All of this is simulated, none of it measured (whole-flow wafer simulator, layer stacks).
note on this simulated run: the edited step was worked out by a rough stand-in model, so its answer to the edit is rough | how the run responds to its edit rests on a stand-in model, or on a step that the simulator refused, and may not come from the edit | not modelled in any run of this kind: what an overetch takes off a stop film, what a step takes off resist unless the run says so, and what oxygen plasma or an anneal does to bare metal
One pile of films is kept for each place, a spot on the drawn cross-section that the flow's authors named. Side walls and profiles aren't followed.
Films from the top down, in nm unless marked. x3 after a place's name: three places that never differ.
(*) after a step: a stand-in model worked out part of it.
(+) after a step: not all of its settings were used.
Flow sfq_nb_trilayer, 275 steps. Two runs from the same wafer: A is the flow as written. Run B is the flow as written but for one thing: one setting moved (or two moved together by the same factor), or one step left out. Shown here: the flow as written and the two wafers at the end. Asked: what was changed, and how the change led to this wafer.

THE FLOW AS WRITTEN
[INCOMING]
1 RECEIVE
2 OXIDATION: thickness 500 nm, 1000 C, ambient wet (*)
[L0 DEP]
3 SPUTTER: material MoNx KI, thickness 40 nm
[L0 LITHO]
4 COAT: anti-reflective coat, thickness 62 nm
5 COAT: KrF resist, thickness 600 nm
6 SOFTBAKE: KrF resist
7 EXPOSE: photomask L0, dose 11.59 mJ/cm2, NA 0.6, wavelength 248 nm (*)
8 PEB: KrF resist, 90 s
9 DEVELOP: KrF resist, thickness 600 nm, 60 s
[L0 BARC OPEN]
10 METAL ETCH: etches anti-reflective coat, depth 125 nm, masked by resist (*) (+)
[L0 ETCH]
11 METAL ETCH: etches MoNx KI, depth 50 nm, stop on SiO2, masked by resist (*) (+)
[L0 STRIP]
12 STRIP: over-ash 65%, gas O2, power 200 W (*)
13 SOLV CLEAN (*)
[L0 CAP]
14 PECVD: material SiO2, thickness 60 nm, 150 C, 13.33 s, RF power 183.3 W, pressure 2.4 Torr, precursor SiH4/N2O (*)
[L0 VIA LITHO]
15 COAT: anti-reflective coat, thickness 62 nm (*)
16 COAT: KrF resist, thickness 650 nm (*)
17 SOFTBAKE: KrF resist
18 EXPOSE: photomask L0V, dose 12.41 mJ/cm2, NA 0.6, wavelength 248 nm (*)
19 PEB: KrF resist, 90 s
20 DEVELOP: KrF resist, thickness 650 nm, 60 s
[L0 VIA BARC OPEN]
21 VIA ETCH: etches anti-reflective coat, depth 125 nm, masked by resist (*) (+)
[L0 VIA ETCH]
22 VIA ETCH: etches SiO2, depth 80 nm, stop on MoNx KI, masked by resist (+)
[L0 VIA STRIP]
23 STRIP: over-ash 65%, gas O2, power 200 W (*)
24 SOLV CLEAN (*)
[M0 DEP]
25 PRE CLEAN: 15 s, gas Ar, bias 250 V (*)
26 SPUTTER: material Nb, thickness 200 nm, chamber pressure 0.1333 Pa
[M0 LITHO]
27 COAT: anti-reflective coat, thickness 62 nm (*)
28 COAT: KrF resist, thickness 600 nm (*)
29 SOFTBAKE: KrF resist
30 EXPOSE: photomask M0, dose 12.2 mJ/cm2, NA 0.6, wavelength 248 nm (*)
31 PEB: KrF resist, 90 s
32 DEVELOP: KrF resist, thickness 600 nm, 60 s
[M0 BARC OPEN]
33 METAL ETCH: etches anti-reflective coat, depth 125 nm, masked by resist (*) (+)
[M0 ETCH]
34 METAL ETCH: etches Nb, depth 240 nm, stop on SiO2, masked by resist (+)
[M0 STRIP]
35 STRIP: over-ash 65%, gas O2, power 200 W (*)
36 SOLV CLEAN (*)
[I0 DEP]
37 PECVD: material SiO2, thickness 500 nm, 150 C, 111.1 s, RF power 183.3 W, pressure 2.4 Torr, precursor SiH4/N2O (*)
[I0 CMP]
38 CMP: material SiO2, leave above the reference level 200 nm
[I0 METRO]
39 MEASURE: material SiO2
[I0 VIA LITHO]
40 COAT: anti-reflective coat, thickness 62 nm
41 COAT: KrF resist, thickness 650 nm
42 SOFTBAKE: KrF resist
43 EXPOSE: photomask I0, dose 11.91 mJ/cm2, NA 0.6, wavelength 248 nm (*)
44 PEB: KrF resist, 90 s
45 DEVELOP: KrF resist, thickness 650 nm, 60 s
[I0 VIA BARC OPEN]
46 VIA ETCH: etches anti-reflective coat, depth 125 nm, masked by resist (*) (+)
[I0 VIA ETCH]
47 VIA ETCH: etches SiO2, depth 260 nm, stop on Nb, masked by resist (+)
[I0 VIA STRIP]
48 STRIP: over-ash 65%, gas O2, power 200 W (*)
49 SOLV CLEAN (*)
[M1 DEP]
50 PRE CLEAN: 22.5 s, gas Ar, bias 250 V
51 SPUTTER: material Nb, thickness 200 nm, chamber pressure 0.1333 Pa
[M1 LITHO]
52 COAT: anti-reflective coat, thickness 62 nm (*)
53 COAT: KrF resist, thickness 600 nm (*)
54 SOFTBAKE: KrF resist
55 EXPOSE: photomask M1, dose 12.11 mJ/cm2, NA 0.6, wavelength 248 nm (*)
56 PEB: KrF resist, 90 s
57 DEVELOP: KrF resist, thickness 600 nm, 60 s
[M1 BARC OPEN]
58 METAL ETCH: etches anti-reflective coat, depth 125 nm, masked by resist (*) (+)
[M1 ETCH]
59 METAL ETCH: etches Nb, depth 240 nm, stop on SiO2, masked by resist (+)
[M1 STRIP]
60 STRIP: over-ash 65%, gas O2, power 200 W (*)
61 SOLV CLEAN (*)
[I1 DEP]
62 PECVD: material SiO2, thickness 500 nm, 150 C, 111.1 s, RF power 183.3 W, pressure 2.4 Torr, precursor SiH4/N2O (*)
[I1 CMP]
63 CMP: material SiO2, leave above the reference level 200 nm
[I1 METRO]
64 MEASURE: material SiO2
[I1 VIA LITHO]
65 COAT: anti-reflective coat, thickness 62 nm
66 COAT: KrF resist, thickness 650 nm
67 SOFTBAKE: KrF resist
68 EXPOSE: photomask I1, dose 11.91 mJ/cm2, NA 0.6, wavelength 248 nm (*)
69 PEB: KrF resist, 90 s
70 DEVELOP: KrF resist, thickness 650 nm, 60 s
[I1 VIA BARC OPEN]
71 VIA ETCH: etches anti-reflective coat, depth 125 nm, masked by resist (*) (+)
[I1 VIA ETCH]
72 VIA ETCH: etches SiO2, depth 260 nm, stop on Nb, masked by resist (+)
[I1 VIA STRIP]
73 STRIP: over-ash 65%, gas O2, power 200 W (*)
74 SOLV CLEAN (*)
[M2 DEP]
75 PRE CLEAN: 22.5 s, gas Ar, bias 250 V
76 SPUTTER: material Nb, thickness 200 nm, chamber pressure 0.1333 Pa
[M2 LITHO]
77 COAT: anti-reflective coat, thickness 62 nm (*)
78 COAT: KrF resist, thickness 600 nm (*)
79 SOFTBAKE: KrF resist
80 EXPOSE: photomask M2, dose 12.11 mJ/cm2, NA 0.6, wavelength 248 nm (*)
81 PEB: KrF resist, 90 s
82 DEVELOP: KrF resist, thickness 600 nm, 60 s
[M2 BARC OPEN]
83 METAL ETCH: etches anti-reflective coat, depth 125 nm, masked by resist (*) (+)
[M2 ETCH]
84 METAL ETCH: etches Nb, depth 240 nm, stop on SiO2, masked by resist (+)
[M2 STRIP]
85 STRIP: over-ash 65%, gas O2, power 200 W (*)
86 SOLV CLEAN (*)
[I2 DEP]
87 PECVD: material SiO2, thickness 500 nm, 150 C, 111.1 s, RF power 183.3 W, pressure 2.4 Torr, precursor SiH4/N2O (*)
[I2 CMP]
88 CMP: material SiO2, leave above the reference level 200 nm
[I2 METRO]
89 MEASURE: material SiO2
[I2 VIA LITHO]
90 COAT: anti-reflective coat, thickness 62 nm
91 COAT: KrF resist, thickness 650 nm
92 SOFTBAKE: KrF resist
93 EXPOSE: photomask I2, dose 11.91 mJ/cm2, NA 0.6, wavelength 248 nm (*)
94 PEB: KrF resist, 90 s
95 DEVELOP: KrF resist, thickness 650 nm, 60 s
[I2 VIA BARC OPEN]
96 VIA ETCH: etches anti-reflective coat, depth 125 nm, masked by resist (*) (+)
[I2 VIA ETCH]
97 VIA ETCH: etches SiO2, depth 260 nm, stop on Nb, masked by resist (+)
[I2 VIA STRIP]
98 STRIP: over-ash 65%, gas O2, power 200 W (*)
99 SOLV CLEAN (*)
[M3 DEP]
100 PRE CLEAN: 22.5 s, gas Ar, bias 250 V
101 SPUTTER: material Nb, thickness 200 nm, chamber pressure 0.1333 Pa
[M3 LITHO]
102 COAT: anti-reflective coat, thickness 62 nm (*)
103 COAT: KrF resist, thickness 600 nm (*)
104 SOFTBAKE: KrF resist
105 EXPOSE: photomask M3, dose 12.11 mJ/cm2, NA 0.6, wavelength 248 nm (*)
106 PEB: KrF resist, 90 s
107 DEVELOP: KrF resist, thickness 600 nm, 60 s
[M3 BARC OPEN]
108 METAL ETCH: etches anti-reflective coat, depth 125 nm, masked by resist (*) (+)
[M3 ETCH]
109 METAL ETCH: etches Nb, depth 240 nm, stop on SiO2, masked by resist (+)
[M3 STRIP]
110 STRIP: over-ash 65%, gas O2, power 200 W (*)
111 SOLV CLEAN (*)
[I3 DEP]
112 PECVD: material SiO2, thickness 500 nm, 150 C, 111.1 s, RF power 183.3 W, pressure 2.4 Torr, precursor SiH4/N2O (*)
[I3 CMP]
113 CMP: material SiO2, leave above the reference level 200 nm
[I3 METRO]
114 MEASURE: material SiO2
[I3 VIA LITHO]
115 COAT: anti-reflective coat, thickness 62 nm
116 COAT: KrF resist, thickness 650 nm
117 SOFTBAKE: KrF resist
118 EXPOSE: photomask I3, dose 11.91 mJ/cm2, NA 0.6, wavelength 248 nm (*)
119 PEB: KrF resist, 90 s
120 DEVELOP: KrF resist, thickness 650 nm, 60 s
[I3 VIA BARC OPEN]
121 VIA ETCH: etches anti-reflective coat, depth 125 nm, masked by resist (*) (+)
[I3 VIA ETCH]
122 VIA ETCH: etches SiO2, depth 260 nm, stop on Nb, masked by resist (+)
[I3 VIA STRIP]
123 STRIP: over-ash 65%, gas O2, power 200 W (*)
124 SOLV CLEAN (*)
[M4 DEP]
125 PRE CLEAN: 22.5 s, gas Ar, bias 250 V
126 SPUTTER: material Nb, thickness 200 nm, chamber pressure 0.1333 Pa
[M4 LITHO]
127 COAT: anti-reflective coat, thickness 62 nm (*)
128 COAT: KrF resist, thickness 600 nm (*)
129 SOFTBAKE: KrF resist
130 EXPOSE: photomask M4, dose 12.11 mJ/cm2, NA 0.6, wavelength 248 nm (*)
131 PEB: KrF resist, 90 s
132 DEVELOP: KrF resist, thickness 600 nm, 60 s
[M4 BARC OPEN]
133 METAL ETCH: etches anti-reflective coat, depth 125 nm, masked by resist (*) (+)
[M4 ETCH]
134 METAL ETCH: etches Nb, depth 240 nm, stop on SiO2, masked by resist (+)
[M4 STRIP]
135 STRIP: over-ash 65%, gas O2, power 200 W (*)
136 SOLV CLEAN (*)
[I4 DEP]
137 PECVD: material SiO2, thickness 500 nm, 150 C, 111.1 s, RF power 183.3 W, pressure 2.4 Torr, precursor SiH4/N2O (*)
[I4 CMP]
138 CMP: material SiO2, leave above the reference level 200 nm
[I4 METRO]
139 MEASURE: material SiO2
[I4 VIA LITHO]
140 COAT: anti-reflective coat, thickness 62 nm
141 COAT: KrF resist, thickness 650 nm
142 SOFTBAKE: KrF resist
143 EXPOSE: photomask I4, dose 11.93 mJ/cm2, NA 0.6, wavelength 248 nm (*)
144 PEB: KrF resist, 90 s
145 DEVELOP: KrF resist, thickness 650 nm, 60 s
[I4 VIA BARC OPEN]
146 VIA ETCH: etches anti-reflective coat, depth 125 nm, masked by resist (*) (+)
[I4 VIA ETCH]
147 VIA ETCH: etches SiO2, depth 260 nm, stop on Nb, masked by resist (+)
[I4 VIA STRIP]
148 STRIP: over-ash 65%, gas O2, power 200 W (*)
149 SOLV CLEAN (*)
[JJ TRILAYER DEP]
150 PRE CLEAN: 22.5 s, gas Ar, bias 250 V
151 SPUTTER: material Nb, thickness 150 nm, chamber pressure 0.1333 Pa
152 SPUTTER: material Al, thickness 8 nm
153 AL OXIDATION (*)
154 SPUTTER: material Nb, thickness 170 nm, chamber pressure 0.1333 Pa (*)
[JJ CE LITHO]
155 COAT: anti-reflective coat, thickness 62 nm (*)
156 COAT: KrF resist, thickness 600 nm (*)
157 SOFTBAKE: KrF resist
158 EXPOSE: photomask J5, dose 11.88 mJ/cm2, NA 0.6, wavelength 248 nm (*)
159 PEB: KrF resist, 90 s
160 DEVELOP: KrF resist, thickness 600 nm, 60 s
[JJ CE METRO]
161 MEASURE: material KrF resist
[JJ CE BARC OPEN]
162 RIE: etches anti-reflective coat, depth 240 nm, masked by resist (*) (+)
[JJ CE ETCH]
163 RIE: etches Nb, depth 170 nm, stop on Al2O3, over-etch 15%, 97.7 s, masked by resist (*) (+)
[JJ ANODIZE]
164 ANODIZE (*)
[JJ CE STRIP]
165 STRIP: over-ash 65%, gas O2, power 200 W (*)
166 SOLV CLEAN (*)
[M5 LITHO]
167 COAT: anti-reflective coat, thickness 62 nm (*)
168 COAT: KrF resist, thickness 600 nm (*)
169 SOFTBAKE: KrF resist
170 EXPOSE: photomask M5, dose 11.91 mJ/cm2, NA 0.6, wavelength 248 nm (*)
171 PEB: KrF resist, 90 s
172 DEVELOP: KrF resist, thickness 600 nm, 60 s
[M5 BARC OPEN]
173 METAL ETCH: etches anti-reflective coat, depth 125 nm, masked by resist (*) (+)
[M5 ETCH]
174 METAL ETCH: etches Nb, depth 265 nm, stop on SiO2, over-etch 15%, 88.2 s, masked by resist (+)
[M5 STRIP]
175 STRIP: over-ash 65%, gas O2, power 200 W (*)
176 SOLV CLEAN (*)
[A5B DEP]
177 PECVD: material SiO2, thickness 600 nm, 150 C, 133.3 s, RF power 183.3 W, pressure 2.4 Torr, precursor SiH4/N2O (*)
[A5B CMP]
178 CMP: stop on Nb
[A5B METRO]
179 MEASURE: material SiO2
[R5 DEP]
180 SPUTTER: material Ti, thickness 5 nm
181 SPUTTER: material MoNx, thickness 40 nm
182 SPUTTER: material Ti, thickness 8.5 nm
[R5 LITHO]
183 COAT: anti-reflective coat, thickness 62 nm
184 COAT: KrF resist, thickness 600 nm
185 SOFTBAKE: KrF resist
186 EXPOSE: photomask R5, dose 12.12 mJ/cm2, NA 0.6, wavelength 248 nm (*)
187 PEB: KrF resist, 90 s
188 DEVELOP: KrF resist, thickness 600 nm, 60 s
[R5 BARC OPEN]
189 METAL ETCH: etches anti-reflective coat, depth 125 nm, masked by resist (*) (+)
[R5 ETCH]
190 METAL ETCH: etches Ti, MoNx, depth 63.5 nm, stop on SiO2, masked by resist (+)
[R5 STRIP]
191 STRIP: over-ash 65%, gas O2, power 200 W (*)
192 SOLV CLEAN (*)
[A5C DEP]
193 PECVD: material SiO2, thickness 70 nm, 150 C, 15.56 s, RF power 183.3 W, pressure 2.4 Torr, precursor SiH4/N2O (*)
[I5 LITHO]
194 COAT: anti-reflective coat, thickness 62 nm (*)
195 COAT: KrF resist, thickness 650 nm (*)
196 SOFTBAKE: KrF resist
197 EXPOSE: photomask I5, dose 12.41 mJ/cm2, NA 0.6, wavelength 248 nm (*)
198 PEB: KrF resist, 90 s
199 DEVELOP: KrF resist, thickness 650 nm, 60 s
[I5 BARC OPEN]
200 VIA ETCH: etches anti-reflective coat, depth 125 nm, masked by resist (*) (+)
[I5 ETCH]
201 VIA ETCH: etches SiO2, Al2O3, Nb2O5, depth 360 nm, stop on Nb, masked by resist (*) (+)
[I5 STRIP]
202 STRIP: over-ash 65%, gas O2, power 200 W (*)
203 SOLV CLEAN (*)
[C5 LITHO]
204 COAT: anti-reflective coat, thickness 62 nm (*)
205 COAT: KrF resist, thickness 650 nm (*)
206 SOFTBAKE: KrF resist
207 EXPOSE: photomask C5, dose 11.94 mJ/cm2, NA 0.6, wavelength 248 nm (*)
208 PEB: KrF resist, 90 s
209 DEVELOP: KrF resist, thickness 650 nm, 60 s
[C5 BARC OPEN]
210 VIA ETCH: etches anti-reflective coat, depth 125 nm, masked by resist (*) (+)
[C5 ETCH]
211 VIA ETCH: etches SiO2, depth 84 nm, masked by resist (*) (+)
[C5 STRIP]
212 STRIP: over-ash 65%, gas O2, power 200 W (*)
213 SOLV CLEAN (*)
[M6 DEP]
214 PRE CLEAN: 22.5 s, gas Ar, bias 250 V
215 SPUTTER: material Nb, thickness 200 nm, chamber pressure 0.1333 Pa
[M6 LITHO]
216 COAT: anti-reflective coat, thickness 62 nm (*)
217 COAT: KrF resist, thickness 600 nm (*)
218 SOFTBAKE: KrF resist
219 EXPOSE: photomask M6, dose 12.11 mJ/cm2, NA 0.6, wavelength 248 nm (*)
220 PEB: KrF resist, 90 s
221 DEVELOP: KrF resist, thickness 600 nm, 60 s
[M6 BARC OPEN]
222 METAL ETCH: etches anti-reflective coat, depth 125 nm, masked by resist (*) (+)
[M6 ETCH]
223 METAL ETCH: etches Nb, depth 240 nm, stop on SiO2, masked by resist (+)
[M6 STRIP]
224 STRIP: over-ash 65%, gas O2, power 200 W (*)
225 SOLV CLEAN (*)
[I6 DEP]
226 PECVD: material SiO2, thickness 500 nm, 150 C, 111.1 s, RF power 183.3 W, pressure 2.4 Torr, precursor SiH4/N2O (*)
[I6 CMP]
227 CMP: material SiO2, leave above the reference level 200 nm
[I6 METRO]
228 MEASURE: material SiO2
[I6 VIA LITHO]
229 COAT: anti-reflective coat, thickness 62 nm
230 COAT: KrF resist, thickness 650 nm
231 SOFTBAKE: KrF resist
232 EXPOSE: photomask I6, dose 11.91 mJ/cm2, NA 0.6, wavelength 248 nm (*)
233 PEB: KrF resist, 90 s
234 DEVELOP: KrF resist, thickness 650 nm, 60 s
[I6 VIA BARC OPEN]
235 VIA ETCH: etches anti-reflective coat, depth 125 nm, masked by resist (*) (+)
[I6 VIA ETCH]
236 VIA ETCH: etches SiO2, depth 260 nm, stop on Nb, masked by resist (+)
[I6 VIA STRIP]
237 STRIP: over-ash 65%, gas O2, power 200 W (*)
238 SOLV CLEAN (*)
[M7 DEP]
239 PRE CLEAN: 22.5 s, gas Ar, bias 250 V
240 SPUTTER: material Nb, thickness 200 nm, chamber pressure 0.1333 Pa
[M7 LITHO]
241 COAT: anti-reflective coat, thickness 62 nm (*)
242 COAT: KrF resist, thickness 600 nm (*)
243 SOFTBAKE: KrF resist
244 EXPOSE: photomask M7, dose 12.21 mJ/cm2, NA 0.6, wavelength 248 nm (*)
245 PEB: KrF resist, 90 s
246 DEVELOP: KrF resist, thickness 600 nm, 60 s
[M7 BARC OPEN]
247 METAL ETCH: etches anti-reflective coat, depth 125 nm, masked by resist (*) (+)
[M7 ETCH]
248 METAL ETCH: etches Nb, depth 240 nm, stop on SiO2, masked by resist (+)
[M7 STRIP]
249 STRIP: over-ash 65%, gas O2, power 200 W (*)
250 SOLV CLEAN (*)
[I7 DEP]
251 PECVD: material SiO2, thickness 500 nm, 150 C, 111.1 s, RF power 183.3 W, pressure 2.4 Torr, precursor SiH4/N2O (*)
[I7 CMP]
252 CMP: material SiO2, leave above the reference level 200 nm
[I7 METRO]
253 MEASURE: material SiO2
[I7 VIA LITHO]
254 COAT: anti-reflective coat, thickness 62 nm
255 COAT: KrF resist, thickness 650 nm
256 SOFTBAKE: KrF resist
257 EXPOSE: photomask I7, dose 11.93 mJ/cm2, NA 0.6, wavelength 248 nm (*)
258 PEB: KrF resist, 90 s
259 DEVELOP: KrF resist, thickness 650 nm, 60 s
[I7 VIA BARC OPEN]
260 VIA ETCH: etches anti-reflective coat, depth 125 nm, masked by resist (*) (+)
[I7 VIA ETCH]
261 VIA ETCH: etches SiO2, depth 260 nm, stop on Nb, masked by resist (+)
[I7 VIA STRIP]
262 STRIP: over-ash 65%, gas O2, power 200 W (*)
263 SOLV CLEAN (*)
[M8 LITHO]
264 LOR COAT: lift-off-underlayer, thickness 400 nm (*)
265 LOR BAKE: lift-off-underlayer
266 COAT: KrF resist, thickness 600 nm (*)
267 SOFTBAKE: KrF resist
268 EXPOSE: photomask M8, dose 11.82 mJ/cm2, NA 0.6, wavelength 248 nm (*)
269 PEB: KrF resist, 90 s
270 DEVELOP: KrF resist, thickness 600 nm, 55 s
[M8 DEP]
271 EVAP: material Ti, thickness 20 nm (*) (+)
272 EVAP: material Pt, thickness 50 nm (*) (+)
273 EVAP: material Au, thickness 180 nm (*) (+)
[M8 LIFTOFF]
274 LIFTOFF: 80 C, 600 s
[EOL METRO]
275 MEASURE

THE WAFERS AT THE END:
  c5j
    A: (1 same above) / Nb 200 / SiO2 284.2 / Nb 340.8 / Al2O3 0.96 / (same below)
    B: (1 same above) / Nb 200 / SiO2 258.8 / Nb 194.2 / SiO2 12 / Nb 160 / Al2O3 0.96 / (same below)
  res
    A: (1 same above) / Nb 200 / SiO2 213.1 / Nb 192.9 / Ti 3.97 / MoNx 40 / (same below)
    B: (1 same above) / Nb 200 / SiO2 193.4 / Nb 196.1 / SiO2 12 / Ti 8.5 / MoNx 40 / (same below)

The cause: step 211, VIA ETCH: depth 50.4 nm was run, where the flow has depth 84 nm.

How the change led to this, step by step:
  211 VIA ETCH: etches SiO2, depth 84 nm, masked by resist (*) (+)
      c5j: A SiO2 -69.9 (all of it), Nb -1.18 | B SiO2 -50.4
      res: A SiO2 -69.9 (all of it) | B SiO2 -50.4
      (and at 104 more places)
  214 PRE CLEAN: 22.5 s, gas Ar, bias 250 V
      c5j: A Nb -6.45 | B SiO2 -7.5
      res: A Ti -4.53 | B SiO2 -7.5
  215 SPUTTER: material Nb, thickness 200 nm, chamber pressure 0.1333 Pa
      c5j: A Nb +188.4 | B Nb +194.2 (new film)
  216 COAT: anti-reflective coat, thickness 62 nm (*)
      ce_l: A anti-reflective coat +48 (new film) | B anti-reflective coat +53.1 (new film)
      c5j: A anti-reflective coat +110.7 (new film) | B anti-reflective coat +96.6 (new film)
      (and at 4 more places)
  224 STRIP: over-ash 65%, gas O2, power 200 W (*)
      ce_l: A KrF resist -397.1 (all of it), anti-reflective coat -48 (all of it) | B KrF resist -394 (all of it), anti-reflective coat -53.1 (all of it)
      c5j: A KrF resist -418.3 (all of it), anti-reflective coat -110.7 (all of it) | B KrF resist -409.3 (all of it), anti-reflective coat -96.6 (all of it)
      (and at 4 more places)
  226 PECVD: material SiO2, thickness 500 nm, 150 C, 111.1 s, RF power 183.3 W, pressure 2.4 Torr, precursor SiH4/N2O (*)
      c5j: A SiO2 +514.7 (new film) | B SiO2 +500 (new film)
  227 CMP: material SiO2, leave above the reference level 200 nm
      c5j: A SiO2 -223 | B SiO2 -233.7
      res: A SiO2 -279.4 | B SiO2 -299.1
Counting metal films that touch as one body, c5j has 5 bodies (between them, from the top down: SiO2 258.8; SiO2 12; Al2O3 0.96; SiO2 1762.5); the flow as written gives 4 bodies (between them, from the top down: SiO2 284.2; Al2O3 0.96; SiO2 1762.5).
Counting metal films that touch as one body, res has 4 bodies (between them, from the top down: SiO2 193.4; SiO2 12; SiO2 2090.9); the flow as written gives 3 bodies (between them, from the top down: SiO2 213.1; SiO2 2090.9).
